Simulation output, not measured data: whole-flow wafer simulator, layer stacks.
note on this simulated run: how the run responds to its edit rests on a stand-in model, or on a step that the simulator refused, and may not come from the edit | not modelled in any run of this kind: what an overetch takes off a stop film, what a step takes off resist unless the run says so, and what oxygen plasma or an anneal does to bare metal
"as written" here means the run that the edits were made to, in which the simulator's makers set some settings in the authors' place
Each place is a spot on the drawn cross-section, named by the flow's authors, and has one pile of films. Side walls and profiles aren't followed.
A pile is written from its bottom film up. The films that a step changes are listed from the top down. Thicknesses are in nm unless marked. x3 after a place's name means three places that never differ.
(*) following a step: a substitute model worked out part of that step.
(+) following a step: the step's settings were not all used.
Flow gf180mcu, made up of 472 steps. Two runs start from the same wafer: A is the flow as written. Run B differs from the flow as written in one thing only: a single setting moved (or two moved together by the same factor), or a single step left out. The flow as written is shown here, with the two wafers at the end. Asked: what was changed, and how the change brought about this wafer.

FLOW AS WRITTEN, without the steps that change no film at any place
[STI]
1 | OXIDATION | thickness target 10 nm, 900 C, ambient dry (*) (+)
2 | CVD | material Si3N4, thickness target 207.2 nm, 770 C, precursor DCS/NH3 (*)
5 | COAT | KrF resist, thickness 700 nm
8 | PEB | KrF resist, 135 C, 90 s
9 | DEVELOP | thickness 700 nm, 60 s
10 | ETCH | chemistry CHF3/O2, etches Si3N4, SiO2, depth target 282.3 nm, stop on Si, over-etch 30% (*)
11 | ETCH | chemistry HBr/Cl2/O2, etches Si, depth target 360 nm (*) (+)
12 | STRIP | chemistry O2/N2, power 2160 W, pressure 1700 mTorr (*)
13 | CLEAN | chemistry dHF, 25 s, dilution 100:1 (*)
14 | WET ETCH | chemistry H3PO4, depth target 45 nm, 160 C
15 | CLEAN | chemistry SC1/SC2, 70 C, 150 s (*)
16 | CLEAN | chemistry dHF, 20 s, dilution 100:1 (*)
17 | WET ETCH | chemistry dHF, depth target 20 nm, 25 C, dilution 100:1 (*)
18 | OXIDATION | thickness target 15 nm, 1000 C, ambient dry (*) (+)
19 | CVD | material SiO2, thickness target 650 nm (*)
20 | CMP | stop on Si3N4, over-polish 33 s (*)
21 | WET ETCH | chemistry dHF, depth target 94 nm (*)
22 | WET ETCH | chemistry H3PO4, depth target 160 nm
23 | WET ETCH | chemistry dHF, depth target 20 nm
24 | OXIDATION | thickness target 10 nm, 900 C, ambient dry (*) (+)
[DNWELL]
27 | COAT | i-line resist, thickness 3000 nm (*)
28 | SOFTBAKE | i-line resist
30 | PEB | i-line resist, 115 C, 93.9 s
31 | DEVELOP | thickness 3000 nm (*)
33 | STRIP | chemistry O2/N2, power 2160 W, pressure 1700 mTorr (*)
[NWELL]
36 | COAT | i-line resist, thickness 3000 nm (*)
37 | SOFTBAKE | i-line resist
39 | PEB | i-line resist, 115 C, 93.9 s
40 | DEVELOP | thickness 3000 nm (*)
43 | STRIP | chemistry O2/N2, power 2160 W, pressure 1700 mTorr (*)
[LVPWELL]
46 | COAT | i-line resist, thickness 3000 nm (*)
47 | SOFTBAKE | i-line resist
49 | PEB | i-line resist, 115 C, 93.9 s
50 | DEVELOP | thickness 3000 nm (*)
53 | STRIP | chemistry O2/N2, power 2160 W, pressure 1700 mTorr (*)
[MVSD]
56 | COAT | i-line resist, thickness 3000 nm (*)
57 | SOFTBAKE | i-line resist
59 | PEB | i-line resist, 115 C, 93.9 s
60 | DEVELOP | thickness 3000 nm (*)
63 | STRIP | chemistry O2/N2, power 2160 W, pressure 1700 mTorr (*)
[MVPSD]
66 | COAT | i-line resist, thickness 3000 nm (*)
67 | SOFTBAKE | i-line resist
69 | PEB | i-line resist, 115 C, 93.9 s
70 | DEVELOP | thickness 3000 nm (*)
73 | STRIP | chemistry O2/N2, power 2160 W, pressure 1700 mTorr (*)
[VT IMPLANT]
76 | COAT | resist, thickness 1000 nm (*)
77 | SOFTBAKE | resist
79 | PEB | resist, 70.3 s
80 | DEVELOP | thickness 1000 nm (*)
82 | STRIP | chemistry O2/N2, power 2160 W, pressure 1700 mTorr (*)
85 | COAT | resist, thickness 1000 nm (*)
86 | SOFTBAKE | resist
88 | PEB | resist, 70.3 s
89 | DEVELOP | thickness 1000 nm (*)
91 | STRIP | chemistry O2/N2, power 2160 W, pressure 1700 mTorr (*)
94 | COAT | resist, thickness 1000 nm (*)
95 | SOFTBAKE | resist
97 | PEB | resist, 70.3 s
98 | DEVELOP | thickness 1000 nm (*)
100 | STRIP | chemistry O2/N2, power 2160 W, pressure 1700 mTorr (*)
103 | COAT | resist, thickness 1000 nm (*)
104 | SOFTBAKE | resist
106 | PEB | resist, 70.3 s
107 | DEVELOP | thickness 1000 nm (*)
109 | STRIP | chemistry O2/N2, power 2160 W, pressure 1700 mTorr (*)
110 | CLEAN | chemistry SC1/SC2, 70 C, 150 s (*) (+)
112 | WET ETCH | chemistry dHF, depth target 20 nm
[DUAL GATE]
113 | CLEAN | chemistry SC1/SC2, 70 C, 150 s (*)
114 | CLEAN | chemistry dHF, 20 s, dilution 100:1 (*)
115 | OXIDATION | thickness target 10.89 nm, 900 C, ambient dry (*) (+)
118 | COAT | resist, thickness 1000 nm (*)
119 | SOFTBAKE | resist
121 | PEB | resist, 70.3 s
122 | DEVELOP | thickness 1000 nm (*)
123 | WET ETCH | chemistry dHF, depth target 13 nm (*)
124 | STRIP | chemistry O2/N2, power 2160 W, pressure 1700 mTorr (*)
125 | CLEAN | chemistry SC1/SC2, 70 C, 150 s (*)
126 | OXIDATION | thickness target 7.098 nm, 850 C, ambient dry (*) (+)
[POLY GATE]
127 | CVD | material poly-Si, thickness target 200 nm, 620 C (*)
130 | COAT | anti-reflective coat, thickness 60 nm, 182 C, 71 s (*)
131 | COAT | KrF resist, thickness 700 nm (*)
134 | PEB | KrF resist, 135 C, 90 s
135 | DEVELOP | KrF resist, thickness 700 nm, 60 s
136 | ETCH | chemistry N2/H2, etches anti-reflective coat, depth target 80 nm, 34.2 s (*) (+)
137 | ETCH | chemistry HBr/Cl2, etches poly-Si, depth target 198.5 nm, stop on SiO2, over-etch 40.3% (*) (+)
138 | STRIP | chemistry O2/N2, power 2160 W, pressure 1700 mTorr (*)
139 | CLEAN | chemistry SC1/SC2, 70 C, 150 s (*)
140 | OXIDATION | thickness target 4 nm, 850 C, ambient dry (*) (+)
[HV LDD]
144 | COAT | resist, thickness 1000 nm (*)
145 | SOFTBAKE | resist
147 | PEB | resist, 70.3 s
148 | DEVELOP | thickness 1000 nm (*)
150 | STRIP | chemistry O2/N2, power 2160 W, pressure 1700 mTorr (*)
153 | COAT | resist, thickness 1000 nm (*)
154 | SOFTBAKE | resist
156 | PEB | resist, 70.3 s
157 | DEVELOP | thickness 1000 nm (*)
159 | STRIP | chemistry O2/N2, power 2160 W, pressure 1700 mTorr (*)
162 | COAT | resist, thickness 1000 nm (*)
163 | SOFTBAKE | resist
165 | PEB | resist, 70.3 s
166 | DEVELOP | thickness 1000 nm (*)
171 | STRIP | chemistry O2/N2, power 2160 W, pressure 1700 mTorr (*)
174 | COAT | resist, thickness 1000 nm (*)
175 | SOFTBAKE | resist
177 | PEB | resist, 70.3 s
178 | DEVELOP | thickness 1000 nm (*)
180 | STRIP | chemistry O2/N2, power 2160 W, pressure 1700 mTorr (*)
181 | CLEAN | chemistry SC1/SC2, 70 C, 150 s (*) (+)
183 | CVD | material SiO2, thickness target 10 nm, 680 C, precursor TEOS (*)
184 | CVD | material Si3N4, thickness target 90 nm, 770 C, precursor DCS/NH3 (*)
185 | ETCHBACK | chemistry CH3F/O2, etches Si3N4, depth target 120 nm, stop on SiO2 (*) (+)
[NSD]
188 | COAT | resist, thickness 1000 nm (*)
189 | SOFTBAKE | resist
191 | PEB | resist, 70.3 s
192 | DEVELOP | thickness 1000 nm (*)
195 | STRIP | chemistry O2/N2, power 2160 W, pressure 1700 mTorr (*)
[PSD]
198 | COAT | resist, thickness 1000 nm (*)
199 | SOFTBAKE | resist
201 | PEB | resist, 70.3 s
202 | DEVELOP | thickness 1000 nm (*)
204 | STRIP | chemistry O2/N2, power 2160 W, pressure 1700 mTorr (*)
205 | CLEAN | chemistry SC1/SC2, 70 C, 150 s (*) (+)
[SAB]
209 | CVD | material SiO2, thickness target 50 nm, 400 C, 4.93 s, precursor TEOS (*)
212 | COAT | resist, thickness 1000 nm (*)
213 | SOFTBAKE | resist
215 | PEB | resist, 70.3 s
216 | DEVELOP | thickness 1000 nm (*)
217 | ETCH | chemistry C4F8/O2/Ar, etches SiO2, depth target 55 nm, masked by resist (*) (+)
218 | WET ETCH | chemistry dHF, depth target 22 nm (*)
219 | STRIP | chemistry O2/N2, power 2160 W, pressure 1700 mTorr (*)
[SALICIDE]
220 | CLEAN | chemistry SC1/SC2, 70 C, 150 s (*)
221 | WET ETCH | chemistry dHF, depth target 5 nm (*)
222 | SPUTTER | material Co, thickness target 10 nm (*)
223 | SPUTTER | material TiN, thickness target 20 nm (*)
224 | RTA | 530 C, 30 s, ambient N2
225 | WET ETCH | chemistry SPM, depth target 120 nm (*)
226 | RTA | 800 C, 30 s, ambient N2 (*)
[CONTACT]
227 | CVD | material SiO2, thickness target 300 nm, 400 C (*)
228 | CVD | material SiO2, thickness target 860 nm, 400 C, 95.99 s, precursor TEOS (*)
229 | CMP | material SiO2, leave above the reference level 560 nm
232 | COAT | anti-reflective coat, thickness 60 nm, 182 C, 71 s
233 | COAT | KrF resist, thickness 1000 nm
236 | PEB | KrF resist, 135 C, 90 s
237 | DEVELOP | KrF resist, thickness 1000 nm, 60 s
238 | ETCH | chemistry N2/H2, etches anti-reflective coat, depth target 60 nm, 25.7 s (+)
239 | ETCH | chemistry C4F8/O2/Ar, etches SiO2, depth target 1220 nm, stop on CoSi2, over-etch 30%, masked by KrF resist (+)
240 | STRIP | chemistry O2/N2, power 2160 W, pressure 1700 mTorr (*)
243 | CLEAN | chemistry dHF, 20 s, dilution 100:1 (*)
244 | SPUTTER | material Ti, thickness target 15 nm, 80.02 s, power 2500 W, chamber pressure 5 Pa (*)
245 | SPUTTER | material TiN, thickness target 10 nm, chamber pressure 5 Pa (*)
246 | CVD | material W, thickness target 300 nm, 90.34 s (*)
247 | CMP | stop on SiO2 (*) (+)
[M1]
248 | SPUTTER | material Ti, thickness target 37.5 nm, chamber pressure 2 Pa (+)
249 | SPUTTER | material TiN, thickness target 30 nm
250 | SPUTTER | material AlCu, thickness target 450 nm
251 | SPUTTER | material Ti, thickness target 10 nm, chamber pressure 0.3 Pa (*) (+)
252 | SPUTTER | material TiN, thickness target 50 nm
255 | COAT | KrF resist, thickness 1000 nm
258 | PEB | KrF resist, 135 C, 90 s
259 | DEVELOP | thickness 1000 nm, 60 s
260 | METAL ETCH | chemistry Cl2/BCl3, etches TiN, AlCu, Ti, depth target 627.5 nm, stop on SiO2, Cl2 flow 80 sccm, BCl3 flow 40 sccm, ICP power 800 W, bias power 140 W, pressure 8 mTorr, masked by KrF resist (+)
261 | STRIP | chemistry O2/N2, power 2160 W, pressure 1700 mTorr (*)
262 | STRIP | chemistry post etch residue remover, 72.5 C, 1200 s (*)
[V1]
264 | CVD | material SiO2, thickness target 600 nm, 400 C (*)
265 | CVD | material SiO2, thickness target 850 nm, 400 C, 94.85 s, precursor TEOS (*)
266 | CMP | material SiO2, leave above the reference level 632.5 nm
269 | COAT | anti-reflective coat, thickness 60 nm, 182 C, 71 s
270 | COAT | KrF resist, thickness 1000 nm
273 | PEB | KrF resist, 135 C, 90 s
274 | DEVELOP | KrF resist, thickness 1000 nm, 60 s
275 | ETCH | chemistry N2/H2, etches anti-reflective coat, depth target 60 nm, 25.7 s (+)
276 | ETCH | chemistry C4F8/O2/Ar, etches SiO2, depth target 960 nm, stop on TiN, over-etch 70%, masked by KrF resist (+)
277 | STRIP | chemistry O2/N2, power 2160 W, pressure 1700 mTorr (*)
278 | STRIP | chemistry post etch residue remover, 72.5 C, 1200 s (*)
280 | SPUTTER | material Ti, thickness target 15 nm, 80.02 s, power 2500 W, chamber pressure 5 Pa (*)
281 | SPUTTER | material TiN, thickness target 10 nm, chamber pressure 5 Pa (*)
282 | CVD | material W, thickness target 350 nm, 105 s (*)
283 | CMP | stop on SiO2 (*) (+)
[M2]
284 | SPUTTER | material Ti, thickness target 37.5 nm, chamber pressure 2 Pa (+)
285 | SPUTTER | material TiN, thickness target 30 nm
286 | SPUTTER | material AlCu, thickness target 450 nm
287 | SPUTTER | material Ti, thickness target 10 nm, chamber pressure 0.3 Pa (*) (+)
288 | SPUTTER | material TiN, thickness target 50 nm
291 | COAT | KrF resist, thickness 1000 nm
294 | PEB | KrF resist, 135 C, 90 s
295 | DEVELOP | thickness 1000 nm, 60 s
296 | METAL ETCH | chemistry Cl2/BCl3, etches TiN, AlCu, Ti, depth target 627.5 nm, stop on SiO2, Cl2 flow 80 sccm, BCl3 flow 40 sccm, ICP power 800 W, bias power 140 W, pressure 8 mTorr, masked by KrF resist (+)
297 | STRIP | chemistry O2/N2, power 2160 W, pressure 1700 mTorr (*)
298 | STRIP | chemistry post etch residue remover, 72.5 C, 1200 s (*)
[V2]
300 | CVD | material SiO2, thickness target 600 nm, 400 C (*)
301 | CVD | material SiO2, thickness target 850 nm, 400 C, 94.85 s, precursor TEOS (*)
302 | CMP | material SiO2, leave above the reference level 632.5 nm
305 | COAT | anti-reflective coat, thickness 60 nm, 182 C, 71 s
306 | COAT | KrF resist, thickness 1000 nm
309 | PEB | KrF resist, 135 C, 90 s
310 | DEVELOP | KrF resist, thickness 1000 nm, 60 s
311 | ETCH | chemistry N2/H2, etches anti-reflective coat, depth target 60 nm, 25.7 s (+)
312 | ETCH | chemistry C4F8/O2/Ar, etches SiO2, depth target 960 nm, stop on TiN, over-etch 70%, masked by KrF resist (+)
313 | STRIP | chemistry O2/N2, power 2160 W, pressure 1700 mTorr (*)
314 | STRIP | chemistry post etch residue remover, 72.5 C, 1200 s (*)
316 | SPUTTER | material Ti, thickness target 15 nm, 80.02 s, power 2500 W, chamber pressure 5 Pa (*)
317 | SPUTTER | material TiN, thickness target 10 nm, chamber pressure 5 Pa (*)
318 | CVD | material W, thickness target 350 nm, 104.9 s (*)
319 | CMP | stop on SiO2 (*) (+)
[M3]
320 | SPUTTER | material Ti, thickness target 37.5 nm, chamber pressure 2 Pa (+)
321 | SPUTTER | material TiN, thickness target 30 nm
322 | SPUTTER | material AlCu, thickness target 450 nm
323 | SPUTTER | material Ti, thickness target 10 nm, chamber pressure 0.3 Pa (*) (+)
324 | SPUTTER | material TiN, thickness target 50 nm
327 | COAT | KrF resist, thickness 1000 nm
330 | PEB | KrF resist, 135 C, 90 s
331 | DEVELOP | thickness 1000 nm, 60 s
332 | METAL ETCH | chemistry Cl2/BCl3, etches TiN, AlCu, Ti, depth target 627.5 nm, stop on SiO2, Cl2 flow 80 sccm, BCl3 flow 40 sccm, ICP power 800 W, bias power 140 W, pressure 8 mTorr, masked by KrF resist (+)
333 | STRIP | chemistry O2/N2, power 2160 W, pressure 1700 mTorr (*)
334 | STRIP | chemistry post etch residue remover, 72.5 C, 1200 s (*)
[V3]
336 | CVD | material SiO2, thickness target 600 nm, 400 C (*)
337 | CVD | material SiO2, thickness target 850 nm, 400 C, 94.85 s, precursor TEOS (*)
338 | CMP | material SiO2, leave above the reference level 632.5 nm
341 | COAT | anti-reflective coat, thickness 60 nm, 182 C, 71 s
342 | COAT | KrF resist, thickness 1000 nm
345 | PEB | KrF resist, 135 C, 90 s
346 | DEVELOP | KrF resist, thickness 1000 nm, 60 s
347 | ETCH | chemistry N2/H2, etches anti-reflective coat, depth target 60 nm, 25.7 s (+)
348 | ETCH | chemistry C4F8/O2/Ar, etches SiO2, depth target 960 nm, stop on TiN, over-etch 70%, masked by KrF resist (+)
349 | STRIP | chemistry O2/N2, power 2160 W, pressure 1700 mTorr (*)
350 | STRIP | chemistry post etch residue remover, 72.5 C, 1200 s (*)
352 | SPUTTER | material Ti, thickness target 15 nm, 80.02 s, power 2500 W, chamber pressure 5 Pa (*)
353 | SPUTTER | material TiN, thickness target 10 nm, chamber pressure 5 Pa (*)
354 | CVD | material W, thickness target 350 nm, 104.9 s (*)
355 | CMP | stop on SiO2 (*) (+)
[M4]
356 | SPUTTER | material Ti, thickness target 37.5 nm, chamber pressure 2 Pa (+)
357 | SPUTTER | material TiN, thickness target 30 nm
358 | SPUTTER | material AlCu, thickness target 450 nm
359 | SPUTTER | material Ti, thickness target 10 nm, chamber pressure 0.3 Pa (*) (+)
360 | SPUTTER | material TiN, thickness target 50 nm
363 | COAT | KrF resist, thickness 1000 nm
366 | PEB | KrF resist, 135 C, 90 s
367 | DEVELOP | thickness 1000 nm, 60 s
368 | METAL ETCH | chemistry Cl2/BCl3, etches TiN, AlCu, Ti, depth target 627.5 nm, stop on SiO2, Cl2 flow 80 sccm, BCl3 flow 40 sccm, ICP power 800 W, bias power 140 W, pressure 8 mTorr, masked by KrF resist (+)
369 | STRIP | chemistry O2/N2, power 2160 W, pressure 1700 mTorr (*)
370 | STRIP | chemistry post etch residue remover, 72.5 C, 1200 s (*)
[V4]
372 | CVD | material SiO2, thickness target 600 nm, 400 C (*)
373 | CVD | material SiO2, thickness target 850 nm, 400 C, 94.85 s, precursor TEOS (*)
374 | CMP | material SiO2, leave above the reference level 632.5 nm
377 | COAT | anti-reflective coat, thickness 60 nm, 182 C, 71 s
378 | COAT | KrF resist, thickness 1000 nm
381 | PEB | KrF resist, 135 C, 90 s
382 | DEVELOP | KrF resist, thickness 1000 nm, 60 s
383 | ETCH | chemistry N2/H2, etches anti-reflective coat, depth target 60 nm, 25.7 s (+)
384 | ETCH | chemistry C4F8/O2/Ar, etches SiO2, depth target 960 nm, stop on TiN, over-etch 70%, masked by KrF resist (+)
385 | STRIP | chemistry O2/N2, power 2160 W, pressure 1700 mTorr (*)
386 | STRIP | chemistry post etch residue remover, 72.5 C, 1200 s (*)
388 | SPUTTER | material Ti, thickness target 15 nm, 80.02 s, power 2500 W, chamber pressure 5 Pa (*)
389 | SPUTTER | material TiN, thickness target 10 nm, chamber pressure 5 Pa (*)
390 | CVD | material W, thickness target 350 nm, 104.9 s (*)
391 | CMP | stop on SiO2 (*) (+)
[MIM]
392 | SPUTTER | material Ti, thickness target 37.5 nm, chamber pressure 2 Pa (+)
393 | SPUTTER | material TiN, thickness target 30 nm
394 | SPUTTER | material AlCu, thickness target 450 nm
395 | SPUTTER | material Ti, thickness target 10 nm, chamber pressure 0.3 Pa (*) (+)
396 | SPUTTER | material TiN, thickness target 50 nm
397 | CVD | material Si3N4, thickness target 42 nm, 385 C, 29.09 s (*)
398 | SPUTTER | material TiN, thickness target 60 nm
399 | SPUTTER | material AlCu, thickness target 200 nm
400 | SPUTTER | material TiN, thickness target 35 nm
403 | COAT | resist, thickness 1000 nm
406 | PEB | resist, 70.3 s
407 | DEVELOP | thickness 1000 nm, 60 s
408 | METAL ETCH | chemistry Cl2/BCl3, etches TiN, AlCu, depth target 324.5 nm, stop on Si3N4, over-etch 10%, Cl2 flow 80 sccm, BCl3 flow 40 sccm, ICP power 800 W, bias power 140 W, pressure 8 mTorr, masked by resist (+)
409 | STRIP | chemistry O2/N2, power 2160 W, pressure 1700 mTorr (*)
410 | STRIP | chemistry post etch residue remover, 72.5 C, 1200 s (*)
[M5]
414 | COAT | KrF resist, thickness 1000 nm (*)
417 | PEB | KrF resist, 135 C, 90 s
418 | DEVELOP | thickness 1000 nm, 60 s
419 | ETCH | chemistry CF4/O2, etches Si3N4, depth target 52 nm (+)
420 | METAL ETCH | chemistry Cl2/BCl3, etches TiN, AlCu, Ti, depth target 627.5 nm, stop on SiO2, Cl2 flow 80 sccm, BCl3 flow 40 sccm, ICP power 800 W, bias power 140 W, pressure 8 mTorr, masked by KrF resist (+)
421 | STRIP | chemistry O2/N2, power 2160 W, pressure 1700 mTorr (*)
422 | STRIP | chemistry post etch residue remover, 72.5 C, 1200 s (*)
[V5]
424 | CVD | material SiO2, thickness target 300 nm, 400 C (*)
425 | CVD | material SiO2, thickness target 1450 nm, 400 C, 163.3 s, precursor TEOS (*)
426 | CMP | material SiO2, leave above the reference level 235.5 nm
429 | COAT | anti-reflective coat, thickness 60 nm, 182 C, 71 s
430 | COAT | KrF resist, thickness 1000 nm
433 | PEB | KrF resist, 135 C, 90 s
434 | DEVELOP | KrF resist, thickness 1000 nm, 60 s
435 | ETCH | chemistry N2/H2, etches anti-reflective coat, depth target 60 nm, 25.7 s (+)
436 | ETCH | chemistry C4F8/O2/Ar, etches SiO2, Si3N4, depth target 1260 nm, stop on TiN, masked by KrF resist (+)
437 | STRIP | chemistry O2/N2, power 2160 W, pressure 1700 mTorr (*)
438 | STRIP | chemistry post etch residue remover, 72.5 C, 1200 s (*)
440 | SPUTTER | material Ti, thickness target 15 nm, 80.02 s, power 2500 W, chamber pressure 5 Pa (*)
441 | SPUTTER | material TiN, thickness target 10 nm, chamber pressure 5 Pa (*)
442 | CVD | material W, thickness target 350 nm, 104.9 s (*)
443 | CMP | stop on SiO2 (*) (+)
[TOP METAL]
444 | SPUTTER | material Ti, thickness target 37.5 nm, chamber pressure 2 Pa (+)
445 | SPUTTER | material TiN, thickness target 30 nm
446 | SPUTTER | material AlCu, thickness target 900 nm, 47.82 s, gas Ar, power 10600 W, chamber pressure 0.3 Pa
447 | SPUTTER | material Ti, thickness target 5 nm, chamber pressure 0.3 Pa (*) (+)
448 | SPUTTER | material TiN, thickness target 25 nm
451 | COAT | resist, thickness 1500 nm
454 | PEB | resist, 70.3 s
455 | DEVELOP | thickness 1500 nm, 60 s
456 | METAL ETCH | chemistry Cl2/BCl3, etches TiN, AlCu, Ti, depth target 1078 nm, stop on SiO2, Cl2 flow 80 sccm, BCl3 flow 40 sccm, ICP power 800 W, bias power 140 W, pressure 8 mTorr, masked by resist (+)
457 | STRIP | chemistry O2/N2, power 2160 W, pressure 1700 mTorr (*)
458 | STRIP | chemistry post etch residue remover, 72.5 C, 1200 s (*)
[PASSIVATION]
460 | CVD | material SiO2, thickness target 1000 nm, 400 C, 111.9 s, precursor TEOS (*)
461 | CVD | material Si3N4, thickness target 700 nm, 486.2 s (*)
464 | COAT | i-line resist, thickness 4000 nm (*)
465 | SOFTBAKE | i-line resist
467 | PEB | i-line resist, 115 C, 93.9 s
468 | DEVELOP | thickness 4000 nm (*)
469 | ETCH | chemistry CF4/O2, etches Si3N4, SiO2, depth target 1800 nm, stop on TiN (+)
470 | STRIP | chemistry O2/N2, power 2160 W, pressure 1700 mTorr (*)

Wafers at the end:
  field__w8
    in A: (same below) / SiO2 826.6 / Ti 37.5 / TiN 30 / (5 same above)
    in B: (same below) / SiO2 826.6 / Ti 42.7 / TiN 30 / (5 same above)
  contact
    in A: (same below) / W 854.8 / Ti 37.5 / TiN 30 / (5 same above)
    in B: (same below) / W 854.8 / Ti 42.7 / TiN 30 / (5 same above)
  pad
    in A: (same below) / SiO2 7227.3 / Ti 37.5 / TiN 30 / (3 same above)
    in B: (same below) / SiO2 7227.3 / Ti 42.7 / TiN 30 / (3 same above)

Cause: step 444, SPUTTER: thickness target 42.7 nm was run, whereas the flow has thickness target 37.5 nm.
The wafer itself shows it: field__w8 has Ti 42.7, and step 444 as written asks for 37.5 nm.

Step by step, how the change led to this:
  444 | SPUTTER | material Ti, thickness target 37.5 nm, chamber pressure 2 Pa (+)
      field, field__w1, field__w2 and 109 more: A +37.5 Ti (new film) | B +42.7 Ti (new film)
  456 | METAL ETCH | chemistry Cl2/BCl3, etches TiN, AlCu, Ti, depth target 1078 nm, stop on SiO2, Cl2 flow 80 sccm, BCl3 flow 40 sccm, ICP power 800 W, bias power 140 W, pressure 8 mTorr, masked by resist (+)
      field, field__w1, field__w2 and 103 more: A -25 TiN (all of it), -5 Ti (all of it), -900 AlCu (all of it), -30 TiN (all of it), -37.5 Ti (all of it) | B -25 TiN (all of it), -5 Ti (all of it), -900 AlCu (all of it), -30 TiN (all of it), -42.7 Ti (all of it)
  465 | SOFTBAKE | i-line resist
      gate: A +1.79 i-line resist | B -0.3 i-line resist
      field__w11, field__w13: A +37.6 i-line resist | B +31.2 i-line resist
      (also at 57 further places)
